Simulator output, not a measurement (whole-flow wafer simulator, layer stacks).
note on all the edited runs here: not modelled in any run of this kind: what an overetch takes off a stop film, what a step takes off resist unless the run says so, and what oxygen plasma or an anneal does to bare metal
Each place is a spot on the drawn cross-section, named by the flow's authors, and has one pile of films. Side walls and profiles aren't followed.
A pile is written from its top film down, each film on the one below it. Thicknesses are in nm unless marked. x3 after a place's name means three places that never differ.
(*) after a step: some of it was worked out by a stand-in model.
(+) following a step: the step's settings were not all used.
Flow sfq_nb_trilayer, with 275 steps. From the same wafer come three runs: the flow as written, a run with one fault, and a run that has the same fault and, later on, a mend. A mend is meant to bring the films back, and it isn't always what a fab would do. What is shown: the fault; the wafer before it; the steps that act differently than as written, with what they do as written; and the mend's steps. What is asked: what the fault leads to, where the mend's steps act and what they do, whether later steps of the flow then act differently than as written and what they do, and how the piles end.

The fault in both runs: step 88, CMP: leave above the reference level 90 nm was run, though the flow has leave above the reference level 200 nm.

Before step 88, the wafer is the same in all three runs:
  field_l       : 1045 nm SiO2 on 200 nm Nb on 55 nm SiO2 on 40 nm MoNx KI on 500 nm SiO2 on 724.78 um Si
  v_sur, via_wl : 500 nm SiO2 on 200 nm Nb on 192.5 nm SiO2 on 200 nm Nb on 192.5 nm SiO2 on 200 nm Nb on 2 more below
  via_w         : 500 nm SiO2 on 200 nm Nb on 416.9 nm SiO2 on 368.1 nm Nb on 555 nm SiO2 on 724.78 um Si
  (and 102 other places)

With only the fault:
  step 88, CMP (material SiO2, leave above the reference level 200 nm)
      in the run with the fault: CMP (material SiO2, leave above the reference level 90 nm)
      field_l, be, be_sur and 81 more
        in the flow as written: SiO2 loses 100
        in the run with the fault: SiO2 loses 210
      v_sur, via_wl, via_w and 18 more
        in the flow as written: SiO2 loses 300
        in the run with the fault: SiO2 loses 410
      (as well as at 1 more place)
  Steps further on in the flow that do not act as written (3 more steps, not shown, differ only slightly: by at most 2% or 0.5 nm, whichever is larger):
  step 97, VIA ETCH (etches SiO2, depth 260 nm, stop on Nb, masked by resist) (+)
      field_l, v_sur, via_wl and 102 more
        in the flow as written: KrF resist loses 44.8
        in the run with the fault: KrF resist loses 23.2
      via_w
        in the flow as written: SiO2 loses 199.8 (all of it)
        in the run with the fault: SiO2 loses 89.8 (all of it)
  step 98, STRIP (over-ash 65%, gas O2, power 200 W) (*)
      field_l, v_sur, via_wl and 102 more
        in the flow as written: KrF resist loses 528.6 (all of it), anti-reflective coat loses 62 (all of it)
        in the run with the fault: KrF resist loses 550.2 (all of it), anti-reflective coat loses 62 (all of it)
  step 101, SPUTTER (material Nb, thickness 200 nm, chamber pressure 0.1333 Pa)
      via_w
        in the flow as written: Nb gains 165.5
        in the run with the fault: Nb gains 190.1
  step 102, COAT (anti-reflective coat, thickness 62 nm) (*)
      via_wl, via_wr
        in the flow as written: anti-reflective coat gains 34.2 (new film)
        in the run with the fault: anti-reflective coat gains 37.5 (new film)
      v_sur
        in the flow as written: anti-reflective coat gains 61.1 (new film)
        in the run with the fault: anti-reflective coat gains 57.7 (new film)
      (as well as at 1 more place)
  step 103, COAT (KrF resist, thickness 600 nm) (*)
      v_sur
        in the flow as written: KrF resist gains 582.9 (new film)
        in the run with the fault: KrF resist gains 595.3 (new film)
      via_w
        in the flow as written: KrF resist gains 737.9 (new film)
        in the run with the fault: KrF resist gains 645.6 (new film)
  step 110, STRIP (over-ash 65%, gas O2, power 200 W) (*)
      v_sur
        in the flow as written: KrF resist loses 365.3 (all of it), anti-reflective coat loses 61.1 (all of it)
        in the run with the fault: KrF resist loses 377.7 (all of it), anti-reflective coat loses 57.7 (all of it)
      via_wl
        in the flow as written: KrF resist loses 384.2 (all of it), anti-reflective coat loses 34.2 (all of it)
        in the run with the fault: KrF resist loses 394.5 (all of it), anti-reflective coat loses 37.5 (all of it)
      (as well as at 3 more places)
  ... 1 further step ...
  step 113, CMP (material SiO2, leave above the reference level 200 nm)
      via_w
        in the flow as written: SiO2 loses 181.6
        in the run with the fault: SiO2 loses 201.2
  By the end, the piles at field_l, v_sur, via_wl and 103 more depart from the flow's by more than 2% or 0.5 nm, whichever is larger.
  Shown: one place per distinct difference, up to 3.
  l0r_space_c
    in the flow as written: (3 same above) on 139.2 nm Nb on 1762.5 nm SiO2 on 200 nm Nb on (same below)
    in the run with the fault: (3 same above) on 139.2 nm Nb on 1652.5 nm SiO2 on 200 nm Nb on (same below)
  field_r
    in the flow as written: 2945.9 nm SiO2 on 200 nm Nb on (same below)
    in the run with the fault: 2835.9 nm SiO2 on 200 nm Nb on (same below)
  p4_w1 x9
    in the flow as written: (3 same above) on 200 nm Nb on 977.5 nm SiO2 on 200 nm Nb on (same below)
    in the run with the fault: (3 same above) on 200 nm Nb on 867.5 nm SiO2 on 200 nm Nb on (same below)

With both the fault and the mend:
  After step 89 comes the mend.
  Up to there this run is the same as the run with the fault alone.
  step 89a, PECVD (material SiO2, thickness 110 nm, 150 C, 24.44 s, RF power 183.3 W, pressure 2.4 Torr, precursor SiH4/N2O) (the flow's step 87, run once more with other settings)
      field_l, v_sur, via_wl and 103 more
        SiO2 gains 110
  None of the later steps of the flow acts differently than as written at any place that is followed.
  By the end, the piles equal the flow's at every place that both follow.
